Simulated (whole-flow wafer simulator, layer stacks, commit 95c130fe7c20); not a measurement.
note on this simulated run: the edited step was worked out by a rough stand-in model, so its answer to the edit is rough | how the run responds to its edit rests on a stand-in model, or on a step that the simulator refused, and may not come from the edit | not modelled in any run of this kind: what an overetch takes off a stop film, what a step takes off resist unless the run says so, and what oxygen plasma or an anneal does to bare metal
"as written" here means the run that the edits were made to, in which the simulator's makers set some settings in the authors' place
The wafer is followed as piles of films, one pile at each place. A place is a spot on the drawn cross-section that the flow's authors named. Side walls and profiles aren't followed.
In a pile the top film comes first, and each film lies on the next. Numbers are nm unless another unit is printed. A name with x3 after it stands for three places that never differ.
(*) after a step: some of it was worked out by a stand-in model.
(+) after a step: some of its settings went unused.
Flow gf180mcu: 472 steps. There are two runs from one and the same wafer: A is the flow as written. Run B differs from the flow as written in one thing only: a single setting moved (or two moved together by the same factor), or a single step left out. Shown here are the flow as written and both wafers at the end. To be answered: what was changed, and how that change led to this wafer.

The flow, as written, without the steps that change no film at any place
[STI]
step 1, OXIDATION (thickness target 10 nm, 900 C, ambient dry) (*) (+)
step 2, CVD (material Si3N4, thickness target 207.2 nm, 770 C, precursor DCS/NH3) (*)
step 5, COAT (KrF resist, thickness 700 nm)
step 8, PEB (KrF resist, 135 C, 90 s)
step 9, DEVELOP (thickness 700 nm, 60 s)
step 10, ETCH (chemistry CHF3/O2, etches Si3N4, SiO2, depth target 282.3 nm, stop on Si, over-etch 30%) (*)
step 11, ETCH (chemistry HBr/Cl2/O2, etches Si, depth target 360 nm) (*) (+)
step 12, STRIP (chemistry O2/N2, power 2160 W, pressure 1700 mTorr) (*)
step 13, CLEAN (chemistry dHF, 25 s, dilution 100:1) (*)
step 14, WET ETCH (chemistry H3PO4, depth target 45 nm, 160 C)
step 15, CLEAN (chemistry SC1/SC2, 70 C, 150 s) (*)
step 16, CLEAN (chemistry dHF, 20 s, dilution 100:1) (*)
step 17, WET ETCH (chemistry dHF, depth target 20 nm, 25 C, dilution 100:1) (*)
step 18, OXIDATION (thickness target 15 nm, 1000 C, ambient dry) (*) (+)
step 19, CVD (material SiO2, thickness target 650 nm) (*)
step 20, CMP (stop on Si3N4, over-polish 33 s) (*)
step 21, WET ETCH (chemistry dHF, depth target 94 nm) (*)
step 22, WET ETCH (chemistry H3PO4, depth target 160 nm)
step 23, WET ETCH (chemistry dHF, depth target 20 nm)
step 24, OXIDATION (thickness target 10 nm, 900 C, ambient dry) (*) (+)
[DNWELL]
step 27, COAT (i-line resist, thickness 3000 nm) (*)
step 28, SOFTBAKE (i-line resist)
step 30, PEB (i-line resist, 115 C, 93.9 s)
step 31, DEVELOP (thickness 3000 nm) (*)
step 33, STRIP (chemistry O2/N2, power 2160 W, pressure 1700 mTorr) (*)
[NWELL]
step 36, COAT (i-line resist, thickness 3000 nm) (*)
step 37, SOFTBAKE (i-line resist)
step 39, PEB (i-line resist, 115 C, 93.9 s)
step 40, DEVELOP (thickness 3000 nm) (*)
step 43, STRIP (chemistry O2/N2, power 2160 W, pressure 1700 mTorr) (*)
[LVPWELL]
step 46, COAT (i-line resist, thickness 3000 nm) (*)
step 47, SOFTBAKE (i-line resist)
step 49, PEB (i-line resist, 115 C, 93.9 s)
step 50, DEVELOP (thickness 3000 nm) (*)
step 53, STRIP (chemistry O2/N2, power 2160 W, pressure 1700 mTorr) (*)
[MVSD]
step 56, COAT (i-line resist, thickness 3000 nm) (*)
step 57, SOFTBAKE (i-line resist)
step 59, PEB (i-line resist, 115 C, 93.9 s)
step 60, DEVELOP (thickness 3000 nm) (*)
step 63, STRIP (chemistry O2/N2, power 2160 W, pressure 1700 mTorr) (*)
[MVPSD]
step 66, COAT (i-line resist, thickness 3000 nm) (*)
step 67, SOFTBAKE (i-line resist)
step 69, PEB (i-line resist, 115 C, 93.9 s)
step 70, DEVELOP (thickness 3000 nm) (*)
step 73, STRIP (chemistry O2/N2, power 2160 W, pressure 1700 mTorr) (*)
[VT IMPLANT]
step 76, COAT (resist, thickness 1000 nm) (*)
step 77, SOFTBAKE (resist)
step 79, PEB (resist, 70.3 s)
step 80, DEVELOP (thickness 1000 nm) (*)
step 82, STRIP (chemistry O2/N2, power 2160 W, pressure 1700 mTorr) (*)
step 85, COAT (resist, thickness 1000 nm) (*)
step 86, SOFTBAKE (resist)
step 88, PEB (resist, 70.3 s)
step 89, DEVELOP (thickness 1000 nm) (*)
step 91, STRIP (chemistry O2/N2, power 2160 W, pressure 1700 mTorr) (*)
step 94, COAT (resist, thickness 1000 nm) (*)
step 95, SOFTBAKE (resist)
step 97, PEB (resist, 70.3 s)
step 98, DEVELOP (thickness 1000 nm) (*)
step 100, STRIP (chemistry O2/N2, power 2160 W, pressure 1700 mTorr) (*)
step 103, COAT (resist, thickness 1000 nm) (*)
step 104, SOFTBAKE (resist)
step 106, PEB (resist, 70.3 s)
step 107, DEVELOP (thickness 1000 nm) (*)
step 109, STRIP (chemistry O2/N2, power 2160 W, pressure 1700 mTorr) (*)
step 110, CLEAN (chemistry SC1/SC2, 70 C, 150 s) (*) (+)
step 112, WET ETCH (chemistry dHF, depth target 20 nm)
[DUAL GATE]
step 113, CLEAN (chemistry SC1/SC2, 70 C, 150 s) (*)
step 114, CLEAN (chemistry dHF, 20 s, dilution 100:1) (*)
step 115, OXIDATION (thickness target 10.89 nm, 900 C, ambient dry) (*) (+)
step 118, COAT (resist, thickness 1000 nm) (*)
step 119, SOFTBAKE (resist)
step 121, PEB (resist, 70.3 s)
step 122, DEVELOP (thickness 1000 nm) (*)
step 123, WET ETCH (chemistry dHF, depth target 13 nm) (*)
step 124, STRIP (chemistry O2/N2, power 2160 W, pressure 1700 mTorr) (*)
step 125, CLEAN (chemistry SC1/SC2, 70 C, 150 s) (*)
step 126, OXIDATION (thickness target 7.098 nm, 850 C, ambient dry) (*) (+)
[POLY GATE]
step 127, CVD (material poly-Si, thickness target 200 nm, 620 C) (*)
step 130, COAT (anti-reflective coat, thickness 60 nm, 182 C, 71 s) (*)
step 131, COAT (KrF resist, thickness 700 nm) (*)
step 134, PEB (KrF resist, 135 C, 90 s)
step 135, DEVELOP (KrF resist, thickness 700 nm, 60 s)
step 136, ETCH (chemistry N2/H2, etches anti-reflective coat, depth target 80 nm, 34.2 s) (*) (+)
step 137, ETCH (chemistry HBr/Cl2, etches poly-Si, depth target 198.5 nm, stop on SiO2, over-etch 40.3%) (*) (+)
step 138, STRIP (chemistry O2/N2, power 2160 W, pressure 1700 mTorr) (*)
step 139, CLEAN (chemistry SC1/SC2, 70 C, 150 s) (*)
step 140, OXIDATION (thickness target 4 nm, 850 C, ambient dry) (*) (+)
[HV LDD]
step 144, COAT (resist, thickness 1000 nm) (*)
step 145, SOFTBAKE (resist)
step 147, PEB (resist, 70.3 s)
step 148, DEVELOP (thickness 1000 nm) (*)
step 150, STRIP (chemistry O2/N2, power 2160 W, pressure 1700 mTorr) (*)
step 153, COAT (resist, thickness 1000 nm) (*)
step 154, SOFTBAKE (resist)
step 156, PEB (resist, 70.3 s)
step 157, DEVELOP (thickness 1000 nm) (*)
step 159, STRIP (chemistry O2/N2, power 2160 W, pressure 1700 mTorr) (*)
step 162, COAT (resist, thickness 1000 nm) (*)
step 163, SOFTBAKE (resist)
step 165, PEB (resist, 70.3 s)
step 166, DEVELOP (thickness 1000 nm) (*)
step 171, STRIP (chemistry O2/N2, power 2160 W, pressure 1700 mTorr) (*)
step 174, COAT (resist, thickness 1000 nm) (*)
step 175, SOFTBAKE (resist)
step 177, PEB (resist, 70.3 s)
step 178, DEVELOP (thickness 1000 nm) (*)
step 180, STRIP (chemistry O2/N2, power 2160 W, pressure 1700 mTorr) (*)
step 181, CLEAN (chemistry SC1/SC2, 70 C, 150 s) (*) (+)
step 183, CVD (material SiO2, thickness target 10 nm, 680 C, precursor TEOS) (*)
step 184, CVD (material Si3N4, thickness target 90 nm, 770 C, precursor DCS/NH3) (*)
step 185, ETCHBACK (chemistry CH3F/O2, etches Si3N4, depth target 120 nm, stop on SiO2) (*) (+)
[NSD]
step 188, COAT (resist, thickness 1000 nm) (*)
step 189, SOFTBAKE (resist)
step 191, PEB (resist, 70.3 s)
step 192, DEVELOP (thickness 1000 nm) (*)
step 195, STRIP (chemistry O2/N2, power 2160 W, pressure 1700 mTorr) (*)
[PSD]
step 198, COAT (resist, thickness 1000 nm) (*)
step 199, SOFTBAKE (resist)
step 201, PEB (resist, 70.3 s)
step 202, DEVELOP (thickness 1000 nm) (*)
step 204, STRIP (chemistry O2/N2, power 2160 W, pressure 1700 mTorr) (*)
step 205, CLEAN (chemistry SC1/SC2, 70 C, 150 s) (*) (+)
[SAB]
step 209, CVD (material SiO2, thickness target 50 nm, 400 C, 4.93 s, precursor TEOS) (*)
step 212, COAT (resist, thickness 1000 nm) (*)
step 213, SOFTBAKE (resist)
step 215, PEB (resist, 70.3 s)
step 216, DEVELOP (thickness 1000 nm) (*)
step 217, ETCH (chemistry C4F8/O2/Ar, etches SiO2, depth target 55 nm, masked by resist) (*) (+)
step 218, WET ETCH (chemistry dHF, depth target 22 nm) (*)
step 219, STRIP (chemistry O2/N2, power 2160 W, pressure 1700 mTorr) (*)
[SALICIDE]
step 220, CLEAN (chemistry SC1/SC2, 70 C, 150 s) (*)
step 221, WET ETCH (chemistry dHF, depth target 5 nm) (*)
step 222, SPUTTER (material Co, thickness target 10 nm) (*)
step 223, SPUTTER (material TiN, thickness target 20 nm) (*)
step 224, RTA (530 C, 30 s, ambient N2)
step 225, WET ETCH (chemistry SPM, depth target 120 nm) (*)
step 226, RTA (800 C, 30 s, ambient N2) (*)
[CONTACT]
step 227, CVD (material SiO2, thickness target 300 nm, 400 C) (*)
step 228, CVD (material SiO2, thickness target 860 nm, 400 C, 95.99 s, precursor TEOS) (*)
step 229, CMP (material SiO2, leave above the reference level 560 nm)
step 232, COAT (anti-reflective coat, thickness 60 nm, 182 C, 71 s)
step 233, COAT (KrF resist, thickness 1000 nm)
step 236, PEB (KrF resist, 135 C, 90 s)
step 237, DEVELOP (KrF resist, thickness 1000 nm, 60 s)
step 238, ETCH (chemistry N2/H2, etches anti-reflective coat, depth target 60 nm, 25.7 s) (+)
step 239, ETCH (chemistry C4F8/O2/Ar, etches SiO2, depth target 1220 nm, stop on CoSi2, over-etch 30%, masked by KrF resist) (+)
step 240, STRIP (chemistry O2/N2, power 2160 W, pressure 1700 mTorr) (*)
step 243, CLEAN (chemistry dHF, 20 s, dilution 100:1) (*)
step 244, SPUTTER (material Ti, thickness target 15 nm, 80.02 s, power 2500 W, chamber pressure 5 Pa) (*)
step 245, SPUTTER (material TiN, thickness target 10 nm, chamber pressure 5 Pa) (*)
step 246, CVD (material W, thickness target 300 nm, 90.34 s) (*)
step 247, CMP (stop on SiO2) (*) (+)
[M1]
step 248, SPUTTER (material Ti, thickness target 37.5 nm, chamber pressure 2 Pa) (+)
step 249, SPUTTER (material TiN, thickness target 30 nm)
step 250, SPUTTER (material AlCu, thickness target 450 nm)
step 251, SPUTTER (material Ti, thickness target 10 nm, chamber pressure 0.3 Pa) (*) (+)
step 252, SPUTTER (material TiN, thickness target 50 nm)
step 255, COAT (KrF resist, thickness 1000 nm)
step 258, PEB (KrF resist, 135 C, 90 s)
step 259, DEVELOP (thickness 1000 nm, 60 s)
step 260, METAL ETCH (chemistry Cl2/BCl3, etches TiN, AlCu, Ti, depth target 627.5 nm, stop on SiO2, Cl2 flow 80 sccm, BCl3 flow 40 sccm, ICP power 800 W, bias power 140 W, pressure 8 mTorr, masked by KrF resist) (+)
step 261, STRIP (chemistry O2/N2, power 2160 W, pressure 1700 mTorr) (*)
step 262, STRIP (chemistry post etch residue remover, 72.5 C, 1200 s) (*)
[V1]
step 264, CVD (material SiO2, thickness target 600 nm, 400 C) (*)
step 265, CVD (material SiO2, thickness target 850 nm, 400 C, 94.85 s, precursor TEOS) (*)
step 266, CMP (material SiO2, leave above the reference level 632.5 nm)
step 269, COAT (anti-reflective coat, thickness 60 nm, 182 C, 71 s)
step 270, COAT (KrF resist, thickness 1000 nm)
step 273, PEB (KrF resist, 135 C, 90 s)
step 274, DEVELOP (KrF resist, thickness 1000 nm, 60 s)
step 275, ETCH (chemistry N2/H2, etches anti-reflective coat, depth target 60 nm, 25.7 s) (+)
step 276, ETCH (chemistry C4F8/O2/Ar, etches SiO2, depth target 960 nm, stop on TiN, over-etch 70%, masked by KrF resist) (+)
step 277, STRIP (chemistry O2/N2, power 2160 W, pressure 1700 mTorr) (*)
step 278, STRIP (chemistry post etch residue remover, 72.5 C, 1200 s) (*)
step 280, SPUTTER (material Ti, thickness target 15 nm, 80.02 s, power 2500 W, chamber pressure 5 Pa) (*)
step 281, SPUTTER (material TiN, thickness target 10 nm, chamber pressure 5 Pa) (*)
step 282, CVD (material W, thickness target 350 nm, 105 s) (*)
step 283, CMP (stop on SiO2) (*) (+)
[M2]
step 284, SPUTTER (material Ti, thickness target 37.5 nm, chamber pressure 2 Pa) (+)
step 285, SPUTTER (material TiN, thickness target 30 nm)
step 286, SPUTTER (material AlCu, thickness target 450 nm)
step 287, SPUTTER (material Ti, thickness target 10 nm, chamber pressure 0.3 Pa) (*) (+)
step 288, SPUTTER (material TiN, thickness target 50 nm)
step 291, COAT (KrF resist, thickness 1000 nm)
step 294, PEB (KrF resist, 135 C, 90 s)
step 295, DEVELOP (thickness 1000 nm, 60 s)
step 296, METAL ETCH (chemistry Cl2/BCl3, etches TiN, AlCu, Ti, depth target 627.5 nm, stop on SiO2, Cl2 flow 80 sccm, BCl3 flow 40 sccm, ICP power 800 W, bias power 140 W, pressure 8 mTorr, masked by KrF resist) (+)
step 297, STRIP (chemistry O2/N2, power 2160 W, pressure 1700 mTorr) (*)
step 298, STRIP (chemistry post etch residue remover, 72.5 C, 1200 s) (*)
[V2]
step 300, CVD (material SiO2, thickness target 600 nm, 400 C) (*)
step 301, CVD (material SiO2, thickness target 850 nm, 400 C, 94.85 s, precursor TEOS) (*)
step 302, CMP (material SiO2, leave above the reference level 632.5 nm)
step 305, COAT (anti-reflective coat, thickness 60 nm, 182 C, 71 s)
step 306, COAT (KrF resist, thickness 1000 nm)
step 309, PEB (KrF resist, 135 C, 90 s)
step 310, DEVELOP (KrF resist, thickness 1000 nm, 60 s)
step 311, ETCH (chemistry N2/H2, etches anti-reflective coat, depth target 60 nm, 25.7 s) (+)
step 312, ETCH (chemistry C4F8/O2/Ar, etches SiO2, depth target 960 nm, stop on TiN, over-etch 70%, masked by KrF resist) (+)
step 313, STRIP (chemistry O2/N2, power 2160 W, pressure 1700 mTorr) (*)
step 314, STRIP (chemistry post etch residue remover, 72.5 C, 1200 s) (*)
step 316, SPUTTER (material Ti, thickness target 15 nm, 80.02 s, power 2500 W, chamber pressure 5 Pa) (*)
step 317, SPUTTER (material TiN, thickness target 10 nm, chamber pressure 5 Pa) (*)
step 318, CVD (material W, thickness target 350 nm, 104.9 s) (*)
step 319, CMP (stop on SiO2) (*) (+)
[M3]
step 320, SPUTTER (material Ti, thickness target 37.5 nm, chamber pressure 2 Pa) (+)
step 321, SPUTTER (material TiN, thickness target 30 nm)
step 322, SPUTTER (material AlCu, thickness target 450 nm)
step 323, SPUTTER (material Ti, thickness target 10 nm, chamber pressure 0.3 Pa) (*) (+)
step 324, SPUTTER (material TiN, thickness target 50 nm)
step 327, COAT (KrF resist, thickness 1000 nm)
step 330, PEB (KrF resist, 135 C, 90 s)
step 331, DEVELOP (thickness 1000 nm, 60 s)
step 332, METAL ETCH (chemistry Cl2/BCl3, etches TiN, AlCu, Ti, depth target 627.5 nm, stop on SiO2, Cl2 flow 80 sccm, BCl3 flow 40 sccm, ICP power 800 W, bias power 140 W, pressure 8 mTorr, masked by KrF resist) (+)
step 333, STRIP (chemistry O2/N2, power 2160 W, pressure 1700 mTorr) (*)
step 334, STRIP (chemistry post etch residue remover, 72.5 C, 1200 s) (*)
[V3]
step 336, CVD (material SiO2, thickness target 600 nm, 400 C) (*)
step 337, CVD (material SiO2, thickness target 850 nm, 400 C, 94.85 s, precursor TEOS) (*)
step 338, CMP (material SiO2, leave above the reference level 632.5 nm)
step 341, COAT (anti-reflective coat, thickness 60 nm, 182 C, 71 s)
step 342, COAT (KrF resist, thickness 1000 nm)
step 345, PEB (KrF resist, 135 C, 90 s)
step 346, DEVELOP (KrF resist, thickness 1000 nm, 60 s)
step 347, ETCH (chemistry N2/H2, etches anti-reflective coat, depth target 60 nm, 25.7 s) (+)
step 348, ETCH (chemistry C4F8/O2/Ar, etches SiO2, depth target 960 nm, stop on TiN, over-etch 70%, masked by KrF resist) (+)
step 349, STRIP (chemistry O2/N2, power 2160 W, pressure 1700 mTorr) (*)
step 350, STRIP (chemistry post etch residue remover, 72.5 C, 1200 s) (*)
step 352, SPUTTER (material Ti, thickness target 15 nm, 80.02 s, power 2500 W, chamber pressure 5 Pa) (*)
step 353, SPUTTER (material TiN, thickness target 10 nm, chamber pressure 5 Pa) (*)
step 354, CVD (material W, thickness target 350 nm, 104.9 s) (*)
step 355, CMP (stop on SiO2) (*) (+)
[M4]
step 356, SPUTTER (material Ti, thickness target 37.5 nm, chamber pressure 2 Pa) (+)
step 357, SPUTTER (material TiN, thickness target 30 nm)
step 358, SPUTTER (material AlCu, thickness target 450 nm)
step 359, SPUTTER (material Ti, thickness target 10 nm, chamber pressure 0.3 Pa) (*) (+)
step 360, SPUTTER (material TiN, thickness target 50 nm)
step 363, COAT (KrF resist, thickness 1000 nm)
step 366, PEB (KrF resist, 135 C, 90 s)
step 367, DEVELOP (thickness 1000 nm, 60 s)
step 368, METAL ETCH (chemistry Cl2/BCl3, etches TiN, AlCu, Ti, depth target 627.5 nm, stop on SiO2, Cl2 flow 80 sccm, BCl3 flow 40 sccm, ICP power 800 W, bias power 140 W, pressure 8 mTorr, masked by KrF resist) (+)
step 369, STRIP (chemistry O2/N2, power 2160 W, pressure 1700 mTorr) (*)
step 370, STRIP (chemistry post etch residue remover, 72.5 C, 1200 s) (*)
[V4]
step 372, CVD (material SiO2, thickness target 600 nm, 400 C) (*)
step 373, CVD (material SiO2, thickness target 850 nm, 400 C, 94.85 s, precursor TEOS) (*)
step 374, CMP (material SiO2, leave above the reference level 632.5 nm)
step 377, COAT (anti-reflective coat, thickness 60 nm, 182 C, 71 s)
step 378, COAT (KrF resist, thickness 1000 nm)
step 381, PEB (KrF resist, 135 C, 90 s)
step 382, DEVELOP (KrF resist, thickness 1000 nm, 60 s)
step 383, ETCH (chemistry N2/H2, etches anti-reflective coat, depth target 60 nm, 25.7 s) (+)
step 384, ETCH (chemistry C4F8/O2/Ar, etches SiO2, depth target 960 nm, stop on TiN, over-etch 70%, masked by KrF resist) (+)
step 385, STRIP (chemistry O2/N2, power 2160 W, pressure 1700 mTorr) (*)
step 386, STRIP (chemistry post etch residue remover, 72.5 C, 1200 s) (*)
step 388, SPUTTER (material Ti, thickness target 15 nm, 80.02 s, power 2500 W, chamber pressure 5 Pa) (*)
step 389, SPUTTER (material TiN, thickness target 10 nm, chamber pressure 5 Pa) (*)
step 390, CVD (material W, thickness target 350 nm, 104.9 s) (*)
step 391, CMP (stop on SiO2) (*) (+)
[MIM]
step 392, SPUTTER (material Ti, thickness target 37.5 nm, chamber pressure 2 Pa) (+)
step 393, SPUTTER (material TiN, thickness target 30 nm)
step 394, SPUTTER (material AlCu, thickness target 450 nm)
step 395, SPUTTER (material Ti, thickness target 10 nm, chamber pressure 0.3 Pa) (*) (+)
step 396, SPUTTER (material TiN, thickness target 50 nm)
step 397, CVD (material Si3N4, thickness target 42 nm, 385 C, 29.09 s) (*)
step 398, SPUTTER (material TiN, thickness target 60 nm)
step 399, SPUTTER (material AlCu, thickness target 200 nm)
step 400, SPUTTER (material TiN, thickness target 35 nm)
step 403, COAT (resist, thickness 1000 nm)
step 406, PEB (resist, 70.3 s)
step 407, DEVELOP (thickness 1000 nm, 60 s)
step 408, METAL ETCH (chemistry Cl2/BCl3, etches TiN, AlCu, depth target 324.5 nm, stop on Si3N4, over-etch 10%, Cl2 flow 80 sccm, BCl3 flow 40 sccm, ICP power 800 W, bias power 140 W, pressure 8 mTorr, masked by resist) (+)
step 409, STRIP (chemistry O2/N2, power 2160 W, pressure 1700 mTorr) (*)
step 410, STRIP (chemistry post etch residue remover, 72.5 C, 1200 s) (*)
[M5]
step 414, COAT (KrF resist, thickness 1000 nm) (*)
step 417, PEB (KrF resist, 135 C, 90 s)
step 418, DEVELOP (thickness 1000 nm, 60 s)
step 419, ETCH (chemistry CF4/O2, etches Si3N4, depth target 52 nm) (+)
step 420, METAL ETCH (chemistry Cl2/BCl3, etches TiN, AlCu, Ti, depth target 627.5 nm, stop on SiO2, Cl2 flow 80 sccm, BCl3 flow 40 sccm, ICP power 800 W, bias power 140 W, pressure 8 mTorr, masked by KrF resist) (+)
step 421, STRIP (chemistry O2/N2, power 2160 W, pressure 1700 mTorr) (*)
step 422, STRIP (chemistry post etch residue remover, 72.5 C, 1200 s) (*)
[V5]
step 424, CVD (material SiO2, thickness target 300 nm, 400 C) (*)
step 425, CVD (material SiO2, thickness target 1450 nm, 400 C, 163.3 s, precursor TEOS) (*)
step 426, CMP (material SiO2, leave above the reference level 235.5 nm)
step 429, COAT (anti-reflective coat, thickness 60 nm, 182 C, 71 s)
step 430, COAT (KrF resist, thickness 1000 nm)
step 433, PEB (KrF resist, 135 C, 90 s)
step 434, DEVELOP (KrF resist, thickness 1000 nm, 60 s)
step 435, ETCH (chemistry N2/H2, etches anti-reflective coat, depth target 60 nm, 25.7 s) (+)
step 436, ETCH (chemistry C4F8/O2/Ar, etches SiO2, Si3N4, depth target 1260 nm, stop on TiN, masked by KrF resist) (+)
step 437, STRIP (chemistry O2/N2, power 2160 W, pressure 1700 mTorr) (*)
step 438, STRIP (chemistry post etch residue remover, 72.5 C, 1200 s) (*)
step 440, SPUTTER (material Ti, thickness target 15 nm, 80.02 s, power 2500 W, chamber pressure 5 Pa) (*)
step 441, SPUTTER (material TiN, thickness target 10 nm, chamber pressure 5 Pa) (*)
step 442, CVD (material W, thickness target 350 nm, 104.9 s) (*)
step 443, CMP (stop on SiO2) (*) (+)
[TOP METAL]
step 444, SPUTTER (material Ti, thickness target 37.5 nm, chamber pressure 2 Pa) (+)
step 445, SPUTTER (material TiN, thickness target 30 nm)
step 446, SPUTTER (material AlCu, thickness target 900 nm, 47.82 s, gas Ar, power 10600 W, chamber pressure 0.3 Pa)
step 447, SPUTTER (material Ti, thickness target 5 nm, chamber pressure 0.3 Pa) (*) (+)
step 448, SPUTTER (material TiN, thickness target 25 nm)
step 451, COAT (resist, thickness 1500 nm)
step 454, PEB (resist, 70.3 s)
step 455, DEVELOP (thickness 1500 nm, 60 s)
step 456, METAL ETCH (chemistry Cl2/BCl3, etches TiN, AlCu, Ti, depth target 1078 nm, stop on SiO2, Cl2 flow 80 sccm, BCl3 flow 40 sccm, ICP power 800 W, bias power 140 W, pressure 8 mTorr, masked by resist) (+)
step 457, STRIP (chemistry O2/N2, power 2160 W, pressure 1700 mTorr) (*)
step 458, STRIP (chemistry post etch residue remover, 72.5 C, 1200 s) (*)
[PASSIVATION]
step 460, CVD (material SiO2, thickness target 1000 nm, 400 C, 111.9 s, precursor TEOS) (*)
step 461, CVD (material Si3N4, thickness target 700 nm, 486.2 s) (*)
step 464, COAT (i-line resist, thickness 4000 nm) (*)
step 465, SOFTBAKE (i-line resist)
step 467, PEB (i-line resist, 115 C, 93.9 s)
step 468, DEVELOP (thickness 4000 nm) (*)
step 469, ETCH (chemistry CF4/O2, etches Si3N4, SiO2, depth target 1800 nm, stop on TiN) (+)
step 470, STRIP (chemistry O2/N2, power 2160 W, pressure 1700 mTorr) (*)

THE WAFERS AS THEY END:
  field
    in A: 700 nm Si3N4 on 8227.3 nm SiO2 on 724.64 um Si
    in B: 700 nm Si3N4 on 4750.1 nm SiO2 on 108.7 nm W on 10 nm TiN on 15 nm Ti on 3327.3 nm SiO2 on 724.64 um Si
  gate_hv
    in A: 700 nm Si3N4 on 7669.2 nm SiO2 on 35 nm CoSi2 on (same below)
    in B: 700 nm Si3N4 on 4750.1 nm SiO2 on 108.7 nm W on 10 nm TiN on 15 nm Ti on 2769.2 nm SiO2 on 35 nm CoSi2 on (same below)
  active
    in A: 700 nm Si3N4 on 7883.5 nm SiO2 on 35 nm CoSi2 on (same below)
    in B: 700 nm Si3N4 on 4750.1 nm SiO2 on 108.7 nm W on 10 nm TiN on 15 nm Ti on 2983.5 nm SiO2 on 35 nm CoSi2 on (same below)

The reason: step 301, CVD: thickness target 374 nm was run, though the flow has thickness target 850 nm; step 301, CVD: 41.73 s was run, where the flow has 94.85 s.

Step by step, how the change led to this:
  step 301, CVD (material SiO2, thickness target 850 nm, 400 C, 94.85 s, precursor TEOS) (*)
      field, field__w1, field__w2 and 108 more: A SiO2 gains 850 | B SiO2 gains 384
  step 302, CMP (material SiO2, leave above the reference level 632.5 nm)
      field, field__w1, field__w2 and 103 more: A SiO2 loses 300 | B nothing
      field__w8, contact, m1, m1__w1, m1_nw: A SiO2 loses 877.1 | B SiO2 loses 411.1
  step 305, COAT (anti-reflective coat, thickness 60 nm, 182 C, 71 s)
      field: A anti-reflective coat gains 60 (new film) | B anti-reflective coat gains 132.5 (new film)
      field__w1: A anti-reflective coat gains 60 (new film) | B anti-reflective coat gains 89.2 (new film)
      (and at 20 other places as well)
  step 306, COAT (KrF resist, thickness 1000 nm)
      field: A KrF resist gains 1000 (new film) | B KrF resist gains 970.3 (new film)
      field__w1: A KrF resist gains 1000 (new film) | B KrF resist gains 973.7 (new film)
      (and at 13 other places as well)
  step 309, PEB (KrF resist, 135 C, 90 s)
      polyc_n, polyc_n_rim: A KrF resist loses 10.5 | B KrF resist loses 12.1
      n_well: A KrF resist loses 10.5 | B KrF resist loses 9.69
      (and at 7 other places as well)
  step 310, DEVELOP (KrF resist, thickness 1000 nm, 60 s)
      contact: A KrF resist loses 989.5 (all of it) | B KrF resist loses 901.3 (all of it)
  step 311, ETCH (chemistry N2/H2, etches anti-reflective coat, depth target 60 nm, 25.7 s) (+)
      contact: A anti-reflective coat loses 60 (all of it), SiO2 loses 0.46 | B anti-reflective coat loses 20.4 (all of it), SiO2 loses 1.48
  step 313, STRIP (chemistry O2/N2, power 2160 W, pressure 1700 mTorr) (*)
      field: A KrF resist loses 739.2 (all of it), anti-reflective coat loses 60 (all of it) | B KrF resist loses 709.8 (all of it), anti-reflective coat loses 132.5 (all of it)
      field__w1: A KrF resist loses 739.2 (all of it), anti-reflective coat loses 60 (all of it) | B KrF resist loses 713.2 (all of it), anti-reflective coat loses 89.2 (all of it)
      (and at 19 other places as well)
  step 316, SPUTTER (material Ti, thickness target 15 nm, 80.02 s, power 2500 W, chamber pressure 5 Pa) (*)
      contact: A Ti gains 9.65 (new film) | B Ti gains 10.7 (new film)
  step 317, SPUTTER (material TiN, thickness target 10 nm, chamber pressure 5 Pa) (*)
      contact: A TiN gains 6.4 (new film) | B TiN gains 7.08 (new film)
  step 318, CVD (material W, thickness target 350 nm, 104.9 s) (*)
      contact: A W gains 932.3 (new film) | B W gains 764.6 (new film)
  step 319, CMP (stop on SiO2) (*) (+)
      field, field__w1, field__w2 and 103 more: A W loses 350 (all of it), TiN loses 10 (all of it), Ti loses 15 (all of it), SiO2 loses 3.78 | B W loses 229
      field__w8, m1, m1__w1, m1_nw: A W loses 350 (all of it), TiN loses 10 (all of it), Ti loses 15 (all of it), SiO2 loses 3.78 | B W loses 350 (all of it), TiN loses 10 (all of it), Ti loses 15 (all of it), SiO2 loses 20
      (and at 1 other place as well)
  step 332, METAL ETCH (chemistry Cl2/BCl3, etches TiN, AlCu, Ti, depth target 627.5 nm, stop on SiO2, Cl2 flow 80 sccm, BCl3 flow 40 sccm, ICP power 800 W, bias power 140 W, pressure 8 mTorr, masked by KrF resist) (+)
      field, field__w1, field__w2 and 103 more: A TiN loses 50 (all of it), Ti loses 10 (all of it), AlCu loses 450 (all of it), TiN loses 30 (all of it), Ti loses 37.5 (all of it) | B TiN loses 50 (all of it), Ti loses 10 (all of it), AlCu loses 450 (all of it), TiN loses 30 (all of it), Ti loses 37.5 (all of it), W loses 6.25
  step 334, STRIP (chemistry post etch residue remover, 72.5 C, 1200 s) (*)
      field, field__w1, field__w2 and 103 more: A nothing | B W loses 6.01
  step 336, CVD (material SiO2, thickness target 600 nm, 400 C) (*)
      field, field__w1, field__w2 and 103 more: A SiO2 gains 600 | B SiO2 gains 600 (new film)
  step 338, CMP (material SiO2, leave above the reference level 632.5 nm)
      field, field__w1, field__w2 and 103 more: A SiO2 loses 300 | B SiO2 loses 287.7
With metal films that touch counted as one body, field has 1 body; the flow as written gives 0 bodies.
With metal films that touch counted as one body, gate_hv has 2 bodies (between them, from the top down: SiO2 2769.2); the flow as written gives 1 body.
With metal films that touch counted as one body, active has 2 bodies (between them, from the top down: SiO2 2983.5); the flow as written gives 1 body.
